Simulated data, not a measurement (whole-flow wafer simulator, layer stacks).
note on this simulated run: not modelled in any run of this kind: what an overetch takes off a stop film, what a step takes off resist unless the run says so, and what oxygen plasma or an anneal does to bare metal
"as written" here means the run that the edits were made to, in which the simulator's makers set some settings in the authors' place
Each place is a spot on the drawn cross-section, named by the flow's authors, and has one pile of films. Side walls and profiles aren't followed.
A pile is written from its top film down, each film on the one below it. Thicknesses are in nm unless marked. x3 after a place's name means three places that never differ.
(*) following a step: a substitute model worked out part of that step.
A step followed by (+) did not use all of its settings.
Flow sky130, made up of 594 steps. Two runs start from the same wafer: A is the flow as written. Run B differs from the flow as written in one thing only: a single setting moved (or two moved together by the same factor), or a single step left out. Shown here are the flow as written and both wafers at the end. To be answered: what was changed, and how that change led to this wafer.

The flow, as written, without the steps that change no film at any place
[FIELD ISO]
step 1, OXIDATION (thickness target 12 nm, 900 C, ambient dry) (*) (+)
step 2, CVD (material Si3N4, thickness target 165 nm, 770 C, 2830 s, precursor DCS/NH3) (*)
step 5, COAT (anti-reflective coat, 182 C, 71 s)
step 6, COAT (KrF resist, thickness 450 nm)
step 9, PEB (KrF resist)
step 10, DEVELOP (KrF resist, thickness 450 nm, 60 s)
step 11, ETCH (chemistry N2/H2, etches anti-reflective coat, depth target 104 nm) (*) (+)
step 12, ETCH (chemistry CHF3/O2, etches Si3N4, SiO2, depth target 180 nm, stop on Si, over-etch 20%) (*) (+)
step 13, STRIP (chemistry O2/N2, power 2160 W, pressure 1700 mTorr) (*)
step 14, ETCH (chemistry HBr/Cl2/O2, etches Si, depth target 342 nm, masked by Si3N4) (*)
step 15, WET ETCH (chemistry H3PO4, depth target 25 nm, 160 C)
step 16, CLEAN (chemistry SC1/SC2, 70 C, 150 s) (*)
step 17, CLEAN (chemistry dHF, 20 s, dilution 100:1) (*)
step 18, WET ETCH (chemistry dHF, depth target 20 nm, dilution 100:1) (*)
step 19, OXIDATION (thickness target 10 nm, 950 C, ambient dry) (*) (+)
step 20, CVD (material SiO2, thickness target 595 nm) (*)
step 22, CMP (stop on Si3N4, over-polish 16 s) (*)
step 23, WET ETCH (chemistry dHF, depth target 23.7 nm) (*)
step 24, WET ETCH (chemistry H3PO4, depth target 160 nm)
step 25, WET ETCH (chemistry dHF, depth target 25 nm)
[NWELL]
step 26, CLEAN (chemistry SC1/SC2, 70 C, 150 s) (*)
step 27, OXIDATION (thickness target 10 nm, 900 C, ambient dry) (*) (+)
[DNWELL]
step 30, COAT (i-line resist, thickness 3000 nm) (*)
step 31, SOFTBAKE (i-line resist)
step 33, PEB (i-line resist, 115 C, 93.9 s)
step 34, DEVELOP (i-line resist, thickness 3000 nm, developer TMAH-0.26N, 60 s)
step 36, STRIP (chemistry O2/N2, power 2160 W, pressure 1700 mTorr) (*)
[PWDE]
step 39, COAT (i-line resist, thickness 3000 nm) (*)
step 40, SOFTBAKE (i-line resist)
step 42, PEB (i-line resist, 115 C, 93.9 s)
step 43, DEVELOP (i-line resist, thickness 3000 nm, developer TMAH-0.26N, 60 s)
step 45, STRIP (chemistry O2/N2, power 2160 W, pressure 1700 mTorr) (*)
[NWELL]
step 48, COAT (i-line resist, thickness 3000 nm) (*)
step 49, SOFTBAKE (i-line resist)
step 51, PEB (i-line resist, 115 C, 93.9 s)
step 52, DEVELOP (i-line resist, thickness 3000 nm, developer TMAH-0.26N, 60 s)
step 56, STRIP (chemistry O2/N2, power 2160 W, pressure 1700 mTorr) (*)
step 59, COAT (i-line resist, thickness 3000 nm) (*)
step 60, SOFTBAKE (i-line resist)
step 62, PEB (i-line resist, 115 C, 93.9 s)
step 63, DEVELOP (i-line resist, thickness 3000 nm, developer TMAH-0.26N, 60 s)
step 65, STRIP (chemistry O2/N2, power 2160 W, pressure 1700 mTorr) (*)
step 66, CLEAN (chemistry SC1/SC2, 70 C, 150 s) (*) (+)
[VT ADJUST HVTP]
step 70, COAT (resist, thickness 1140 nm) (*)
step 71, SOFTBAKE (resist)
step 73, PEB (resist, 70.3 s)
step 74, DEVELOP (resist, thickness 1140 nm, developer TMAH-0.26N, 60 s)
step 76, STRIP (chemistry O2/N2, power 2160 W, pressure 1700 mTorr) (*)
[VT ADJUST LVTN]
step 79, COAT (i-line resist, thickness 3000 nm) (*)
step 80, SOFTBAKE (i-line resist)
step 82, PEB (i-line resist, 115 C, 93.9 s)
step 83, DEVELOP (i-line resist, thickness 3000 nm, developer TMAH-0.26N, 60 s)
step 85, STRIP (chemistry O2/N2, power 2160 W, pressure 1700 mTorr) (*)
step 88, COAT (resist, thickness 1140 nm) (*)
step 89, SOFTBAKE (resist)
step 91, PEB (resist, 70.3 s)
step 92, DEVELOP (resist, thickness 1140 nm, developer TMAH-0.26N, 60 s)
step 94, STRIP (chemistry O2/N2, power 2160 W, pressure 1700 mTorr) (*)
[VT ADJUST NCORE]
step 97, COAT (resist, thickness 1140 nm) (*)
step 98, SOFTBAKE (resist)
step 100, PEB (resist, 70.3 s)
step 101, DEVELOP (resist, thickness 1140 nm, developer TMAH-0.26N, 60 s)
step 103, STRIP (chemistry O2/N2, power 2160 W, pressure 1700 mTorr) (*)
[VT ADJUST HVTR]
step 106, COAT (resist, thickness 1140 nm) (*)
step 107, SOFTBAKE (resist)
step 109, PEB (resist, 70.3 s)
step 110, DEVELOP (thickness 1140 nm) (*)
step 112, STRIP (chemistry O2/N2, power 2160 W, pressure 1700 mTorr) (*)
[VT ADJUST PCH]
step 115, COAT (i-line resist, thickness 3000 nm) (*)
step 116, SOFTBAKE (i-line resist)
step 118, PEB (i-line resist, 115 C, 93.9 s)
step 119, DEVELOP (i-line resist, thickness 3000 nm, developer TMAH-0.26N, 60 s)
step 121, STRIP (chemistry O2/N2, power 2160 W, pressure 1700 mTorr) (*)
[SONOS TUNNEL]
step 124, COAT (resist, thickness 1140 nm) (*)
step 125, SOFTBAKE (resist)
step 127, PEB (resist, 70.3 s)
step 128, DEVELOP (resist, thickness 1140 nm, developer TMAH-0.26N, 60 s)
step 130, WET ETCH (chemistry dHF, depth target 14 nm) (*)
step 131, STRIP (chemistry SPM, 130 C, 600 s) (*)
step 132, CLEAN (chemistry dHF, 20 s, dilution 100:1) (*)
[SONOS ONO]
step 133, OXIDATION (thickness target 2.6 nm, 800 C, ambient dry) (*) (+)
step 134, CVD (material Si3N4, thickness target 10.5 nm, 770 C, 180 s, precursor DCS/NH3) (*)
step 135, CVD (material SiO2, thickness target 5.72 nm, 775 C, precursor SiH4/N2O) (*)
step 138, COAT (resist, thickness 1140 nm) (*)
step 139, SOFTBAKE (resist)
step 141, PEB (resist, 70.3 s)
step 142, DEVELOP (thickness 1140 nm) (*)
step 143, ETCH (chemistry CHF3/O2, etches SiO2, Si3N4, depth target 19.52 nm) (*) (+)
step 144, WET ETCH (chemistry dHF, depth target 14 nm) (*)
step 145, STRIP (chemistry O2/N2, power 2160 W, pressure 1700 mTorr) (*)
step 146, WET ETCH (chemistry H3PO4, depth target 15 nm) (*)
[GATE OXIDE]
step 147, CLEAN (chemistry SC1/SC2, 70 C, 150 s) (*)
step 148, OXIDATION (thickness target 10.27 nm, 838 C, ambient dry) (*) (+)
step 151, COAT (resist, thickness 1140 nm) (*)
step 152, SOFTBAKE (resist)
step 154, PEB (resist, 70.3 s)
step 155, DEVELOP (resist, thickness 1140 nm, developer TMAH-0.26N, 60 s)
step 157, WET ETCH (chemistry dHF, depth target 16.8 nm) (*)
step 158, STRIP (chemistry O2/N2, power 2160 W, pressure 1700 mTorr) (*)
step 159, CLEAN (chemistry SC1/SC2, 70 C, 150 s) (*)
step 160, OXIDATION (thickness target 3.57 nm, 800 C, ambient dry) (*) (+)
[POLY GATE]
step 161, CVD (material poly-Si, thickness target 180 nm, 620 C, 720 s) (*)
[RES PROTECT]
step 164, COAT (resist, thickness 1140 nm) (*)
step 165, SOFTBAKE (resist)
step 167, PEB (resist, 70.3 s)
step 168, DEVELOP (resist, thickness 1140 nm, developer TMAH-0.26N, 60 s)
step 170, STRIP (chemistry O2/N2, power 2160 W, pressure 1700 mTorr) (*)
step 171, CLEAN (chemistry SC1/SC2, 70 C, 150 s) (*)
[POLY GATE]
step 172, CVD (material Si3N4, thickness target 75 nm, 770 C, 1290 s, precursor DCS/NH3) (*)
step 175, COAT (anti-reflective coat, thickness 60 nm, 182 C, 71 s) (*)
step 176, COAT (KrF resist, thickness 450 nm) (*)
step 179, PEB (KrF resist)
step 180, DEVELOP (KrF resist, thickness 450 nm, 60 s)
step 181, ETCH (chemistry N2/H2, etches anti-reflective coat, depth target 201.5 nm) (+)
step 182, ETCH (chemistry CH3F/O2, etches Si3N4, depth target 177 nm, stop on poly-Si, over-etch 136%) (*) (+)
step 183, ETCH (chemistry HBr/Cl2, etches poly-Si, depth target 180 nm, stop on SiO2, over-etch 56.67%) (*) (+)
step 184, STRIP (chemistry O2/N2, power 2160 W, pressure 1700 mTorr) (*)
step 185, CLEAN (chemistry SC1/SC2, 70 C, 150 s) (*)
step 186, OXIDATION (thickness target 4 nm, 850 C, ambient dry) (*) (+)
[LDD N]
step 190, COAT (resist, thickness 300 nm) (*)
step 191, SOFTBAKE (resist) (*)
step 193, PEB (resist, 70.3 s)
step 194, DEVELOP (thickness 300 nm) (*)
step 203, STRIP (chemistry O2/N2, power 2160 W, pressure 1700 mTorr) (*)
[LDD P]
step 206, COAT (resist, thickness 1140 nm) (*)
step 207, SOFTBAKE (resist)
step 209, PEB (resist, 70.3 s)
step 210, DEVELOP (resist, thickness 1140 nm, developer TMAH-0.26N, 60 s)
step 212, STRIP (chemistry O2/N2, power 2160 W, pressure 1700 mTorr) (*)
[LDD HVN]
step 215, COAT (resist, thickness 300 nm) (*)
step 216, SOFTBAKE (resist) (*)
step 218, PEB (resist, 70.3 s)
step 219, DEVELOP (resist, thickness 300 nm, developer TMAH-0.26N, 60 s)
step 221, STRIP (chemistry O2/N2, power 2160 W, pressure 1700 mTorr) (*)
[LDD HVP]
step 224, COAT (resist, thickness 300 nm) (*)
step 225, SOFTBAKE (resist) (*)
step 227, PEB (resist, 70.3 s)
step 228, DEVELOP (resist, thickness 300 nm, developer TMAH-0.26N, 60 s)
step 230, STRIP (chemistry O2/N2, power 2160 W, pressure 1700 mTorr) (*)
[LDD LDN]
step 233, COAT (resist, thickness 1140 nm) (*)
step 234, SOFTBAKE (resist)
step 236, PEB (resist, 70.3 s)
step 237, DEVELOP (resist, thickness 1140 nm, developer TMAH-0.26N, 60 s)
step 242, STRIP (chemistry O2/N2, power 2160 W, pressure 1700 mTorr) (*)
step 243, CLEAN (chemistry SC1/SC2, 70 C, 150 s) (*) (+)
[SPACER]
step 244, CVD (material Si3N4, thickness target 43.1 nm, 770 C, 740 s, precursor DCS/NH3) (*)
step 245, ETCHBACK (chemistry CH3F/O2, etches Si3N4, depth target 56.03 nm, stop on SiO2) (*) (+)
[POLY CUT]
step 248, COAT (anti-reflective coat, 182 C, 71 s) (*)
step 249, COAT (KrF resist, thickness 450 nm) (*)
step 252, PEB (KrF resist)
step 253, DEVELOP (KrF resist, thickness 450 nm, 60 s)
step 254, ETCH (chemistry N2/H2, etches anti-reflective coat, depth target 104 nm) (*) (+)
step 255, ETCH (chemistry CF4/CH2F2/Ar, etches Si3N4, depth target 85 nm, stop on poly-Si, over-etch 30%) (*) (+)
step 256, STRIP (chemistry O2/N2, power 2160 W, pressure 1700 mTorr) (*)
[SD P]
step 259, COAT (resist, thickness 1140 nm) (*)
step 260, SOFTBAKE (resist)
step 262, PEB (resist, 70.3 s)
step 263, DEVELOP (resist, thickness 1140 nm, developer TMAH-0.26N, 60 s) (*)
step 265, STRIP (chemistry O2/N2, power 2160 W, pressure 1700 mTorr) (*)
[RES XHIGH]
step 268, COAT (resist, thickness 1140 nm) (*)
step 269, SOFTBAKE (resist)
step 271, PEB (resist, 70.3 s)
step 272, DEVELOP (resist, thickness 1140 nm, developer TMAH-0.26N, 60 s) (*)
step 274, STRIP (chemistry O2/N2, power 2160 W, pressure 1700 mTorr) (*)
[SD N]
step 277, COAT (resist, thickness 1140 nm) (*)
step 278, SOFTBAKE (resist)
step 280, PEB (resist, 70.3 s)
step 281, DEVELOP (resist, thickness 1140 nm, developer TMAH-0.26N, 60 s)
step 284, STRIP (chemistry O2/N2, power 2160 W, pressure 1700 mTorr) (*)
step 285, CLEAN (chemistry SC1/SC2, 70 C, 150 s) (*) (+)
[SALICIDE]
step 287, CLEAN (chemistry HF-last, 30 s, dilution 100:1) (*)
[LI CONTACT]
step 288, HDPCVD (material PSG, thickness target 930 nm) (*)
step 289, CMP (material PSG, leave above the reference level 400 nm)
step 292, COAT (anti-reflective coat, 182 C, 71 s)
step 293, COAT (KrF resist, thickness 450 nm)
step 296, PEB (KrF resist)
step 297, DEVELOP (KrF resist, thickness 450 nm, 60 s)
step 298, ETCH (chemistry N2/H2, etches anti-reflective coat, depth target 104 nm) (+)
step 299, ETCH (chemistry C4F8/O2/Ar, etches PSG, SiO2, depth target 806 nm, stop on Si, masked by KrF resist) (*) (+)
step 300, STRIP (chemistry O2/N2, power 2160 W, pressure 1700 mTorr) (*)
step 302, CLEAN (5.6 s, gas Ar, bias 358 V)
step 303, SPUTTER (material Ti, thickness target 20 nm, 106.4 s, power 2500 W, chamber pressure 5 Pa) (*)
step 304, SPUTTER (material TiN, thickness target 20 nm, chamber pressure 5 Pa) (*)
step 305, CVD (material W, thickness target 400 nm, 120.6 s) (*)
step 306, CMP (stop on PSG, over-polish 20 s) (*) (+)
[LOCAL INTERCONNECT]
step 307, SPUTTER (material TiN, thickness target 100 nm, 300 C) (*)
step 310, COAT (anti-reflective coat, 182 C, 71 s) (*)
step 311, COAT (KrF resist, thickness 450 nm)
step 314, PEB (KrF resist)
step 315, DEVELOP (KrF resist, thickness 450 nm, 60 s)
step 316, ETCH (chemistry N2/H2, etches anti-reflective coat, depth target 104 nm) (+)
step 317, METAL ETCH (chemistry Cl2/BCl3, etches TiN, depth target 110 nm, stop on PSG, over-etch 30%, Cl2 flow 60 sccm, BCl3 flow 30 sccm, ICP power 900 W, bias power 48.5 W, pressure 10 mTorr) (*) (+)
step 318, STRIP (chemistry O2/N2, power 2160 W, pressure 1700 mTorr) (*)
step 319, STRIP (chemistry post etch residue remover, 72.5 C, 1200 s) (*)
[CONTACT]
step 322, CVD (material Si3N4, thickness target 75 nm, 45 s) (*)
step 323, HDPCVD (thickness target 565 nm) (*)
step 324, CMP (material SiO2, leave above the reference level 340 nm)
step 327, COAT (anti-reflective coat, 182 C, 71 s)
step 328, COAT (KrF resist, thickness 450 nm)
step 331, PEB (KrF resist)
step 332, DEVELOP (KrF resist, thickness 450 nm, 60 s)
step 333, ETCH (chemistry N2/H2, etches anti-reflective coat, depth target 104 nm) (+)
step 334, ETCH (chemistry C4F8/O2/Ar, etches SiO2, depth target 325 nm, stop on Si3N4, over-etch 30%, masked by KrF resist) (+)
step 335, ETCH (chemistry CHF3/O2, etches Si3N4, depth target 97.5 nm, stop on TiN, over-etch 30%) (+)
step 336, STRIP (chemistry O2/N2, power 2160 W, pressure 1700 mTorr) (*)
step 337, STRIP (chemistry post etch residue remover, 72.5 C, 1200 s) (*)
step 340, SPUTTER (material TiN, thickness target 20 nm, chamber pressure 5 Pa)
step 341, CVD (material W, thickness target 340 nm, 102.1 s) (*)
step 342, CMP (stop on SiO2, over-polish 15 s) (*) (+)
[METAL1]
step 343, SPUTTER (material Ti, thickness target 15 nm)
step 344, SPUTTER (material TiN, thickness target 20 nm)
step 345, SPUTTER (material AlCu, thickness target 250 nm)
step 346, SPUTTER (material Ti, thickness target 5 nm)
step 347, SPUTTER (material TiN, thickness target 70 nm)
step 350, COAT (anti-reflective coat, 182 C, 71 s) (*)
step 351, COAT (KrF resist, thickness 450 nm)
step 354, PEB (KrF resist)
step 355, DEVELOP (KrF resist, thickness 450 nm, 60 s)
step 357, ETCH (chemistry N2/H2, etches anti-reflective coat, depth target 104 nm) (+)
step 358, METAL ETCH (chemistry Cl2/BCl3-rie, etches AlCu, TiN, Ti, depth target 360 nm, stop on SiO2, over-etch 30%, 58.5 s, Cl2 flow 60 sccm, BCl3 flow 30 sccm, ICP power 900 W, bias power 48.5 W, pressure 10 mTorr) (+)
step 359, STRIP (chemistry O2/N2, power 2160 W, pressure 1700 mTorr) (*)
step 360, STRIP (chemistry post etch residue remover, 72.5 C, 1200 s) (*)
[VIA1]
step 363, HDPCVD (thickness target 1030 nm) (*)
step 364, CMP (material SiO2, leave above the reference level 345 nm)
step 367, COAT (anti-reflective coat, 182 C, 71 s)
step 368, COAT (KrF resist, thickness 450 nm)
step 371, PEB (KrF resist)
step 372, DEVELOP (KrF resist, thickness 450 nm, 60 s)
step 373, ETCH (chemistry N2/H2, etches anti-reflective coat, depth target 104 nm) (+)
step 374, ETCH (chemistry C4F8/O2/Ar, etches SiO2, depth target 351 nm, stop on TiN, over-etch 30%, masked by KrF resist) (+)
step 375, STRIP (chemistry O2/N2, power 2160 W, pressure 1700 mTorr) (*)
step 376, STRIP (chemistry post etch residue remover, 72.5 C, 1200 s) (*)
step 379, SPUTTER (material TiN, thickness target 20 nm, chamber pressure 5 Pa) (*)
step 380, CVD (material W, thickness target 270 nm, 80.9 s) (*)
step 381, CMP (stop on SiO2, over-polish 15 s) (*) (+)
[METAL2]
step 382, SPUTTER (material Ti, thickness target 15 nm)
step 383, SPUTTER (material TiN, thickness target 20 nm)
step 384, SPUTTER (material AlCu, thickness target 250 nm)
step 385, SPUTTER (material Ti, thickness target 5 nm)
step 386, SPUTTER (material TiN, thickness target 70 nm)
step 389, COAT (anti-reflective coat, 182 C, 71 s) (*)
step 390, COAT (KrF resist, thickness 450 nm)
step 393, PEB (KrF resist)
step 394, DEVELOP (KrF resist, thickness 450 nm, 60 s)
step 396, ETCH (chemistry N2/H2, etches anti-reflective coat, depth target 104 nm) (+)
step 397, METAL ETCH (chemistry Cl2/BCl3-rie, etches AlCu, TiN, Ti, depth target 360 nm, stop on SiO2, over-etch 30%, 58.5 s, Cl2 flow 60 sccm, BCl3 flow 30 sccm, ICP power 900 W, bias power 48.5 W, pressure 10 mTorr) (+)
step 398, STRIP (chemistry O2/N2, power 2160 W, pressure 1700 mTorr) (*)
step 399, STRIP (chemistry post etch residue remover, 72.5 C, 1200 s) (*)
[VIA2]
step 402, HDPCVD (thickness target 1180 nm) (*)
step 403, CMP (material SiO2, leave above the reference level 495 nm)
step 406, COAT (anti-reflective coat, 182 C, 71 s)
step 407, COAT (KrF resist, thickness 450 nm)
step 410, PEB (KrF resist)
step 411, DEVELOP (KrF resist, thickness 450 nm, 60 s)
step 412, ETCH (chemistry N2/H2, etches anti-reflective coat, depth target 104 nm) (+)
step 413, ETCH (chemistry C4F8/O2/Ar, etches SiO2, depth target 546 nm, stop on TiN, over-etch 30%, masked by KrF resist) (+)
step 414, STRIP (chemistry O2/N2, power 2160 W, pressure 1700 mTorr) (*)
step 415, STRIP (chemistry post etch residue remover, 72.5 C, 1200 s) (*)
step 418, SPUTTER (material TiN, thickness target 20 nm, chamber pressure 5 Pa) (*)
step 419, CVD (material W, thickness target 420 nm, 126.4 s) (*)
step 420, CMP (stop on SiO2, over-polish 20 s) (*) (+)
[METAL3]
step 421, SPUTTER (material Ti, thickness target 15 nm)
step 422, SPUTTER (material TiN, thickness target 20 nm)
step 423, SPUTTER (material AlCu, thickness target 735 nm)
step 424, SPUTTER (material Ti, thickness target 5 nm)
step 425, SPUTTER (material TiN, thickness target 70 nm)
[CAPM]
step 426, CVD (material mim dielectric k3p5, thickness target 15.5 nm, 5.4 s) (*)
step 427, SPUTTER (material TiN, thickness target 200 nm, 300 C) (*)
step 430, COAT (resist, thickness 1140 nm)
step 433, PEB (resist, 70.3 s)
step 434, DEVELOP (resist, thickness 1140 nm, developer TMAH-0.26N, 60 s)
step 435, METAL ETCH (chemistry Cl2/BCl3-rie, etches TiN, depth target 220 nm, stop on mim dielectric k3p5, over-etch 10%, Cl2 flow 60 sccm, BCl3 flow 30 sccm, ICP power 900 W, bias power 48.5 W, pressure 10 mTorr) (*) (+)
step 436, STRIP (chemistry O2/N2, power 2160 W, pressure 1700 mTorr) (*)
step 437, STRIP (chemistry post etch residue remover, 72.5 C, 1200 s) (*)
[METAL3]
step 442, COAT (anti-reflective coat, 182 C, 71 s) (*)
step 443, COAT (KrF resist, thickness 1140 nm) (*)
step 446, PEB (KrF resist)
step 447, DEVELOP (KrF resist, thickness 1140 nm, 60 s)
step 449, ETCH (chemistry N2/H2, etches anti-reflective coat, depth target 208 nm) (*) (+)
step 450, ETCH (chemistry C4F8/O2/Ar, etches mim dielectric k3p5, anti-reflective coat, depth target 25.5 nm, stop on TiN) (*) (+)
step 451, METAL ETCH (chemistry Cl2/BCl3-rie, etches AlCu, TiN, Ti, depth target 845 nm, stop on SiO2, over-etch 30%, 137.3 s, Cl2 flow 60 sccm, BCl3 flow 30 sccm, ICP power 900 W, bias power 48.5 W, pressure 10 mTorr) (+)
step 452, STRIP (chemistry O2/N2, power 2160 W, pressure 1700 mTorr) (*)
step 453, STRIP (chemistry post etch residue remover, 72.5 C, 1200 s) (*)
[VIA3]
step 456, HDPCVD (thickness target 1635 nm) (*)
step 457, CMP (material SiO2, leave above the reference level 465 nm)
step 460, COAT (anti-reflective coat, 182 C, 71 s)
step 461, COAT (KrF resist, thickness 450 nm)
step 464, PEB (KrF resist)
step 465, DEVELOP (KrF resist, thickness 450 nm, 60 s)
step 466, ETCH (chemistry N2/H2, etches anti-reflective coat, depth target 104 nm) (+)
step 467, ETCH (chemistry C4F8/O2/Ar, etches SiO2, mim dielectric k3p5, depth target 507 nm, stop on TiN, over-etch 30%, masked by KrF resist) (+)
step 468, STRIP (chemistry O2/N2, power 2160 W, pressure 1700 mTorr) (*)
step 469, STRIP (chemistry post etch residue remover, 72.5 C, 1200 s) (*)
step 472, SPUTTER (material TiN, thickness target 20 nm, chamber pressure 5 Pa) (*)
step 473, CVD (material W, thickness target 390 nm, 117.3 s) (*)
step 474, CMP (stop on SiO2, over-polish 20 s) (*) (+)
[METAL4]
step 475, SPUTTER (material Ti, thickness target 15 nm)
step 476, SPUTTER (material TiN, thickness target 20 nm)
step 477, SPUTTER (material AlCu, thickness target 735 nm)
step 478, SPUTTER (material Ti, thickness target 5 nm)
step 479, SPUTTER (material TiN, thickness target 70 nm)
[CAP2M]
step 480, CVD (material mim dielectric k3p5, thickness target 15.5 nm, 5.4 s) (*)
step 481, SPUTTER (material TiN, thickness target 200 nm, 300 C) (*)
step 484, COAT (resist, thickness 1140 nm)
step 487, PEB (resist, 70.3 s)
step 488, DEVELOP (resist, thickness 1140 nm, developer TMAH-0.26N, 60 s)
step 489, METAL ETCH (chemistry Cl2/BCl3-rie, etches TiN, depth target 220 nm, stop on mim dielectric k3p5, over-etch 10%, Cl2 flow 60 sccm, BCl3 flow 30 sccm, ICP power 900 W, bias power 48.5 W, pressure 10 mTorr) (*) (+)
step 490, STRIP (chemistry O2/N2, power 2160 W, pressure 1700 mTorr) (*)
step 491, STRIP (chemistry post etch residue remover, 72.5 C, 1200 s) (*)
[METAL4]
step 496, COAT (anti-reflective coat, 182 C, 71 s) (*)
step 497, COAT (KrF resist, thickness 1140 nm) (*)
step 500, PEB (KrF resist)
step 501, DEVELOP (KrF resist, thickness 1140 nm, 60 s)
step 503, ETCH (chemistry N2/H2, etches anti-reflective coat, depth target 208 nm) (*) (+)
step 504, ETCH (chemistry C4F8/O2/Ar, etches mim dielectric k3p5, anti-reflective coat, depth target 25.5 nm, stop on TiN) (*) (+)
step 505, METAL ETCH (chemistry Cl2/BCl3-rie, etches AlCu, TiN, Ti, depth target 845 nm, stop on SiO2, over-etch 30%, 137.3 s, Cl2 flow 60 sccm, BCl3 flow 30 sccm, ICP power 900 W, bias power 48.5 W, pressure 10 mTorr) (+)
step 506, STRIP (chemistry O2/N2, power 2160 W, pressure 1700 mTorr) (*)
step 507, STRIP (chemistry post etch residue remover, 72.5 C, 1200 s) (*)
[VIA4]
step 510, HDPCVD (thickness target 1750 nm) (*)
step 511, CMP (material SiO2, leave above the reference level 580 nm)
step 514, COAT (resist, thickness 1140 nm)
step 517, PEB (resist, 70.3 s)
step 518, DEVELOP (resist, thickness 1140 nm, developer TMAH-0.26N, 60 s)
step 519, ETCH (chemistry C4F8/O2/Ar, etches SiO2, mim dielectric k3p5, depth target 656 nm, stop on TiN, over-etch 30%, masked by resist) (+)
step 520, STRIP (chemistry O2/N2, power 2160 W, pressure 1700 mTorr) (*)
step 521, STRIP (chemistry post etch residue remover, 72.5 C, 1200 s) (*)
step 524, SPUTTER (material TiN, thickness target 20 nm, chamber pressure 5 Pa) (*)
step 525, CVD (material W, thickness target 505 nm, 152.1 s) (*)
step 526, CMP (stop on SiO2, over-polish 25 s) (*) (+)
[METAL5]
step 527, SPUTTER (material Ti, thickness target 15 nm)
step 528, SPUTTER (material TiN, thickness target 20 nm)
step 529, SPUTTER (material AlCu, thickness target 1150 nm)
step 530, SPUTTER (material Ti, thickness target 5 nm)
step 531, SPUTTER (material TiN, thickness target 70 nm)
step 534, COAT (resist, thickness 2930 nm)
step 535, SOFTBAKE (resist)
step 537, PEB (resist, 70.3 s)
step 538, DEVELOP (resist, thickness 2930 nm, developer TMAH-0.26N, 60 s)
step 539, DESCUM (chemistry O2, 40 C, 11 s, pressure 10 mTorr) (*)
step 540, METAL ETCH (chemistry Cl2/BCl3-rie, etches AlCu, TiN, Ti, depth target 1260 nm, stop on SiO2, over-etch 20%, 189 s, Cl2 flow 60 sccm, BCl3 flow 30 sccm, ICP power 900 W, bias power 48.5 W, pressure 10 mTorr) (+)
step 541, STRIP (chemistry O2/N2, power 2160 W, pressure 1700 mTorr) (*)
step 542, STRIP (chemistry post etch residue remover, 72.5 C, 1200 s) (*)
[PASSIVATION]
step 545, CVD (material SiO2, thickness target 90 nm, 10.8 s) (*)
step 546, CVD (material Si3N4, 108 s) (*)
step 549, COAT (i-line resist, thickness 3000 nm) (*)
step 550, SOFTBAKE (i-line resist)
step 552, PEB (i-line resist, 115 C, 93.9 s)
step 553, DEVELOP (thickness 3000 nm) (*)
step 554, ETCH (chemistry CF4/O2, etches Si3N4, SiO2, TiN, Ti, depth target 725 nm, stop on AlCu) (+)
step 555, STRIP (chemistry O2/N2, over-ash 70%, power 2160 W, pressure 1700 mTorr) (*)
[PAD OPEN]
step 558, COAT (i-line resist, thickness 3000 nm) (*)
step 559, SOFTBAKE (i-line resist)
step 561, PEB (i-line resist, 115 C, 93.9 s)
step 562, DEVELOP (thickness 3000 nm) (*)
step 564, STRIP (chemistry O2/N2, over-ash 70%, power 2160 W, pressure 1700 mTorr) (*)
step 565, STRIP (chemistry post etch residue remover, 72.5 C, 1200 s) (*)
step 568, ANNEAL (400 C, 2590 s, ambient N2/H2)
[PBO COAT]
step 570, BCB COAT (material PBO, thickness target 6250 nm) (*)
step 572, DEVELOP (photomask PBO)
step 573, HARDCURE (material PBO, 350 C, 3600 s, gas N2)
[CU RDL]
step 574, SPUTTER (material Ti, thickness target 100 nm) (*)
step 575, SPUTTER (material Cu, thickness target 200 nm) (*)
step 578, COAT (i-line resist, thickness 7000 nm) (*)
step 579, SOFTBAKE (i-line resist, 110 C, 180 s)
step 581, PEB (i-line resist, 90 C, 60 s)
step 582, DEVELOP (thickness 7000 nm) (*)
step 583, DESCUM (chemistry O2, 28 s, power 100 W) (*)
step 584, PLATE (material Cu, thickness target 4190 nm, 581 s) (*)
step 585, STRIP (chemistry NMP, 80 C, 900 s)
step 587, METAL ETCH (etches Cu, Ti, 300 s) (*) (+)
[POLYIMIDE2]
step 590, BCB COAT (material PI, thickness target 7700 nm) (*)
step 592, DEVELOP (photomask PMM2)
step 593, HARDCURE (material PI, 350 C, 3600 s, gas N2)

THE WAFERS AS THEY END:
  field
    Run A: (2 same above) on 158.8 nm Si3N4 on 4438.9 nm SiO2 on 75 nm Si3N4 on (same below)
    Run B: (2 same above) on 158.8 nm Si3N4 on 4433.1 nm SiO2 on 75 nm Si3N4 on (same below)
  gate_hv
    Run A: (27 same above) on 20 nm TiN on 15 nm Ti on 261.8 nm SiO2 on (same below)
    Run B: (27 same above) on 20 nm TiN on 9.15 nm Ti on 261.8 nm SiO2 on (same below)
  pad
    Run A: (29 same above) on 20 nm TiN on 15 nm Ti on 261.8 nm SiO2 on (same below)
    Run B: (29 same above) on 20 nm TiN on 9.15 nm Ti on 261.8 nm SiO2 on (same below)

The reason: step 343, SPUTTER: thickness target 9.15 nm was run, while the flow as written has thickness target 15 nm.
The wafer lets one read it off: gate_hv has Ti 9.15, and step 343 as written asks for 15 nm.

The path from the change to this, step by step:
  step 343, SPUTTER (material Ti, thickness target 15 nm)
      field, active, n_well and 188 more: A Ti gains 15 (new film) | B Ti gains 9.15 (new film)
  step 358, METAL ETCH (chemistry Cl2/BCl3-rie, etches AlCu, TiN, Ti, depth target 360 nm, stop on SiO2, over-etch 30%, 58.5 s, Cl2 flow 60 sccm, BCl3 flow 30 sccm, ICP power 900 W, bias power 48.5 W, pressure 10 mTorr) (+)
      field, active, gate and 81 more: A TiN loses 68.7 (all of it), Ti loses 5 (all of it), AlCu loses 250 (all of it), TiN loses 20 (all of it), Ti loses 15 (all of it), SiO2 loses 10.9 | B TiN loses 68.7 (all of it), Ti loses 5 (all of it), AlCu loses 250 (all of it), TiN loses 20 (all of it), Ti loses 9.15 (all of it), SiO2 loses 11.5
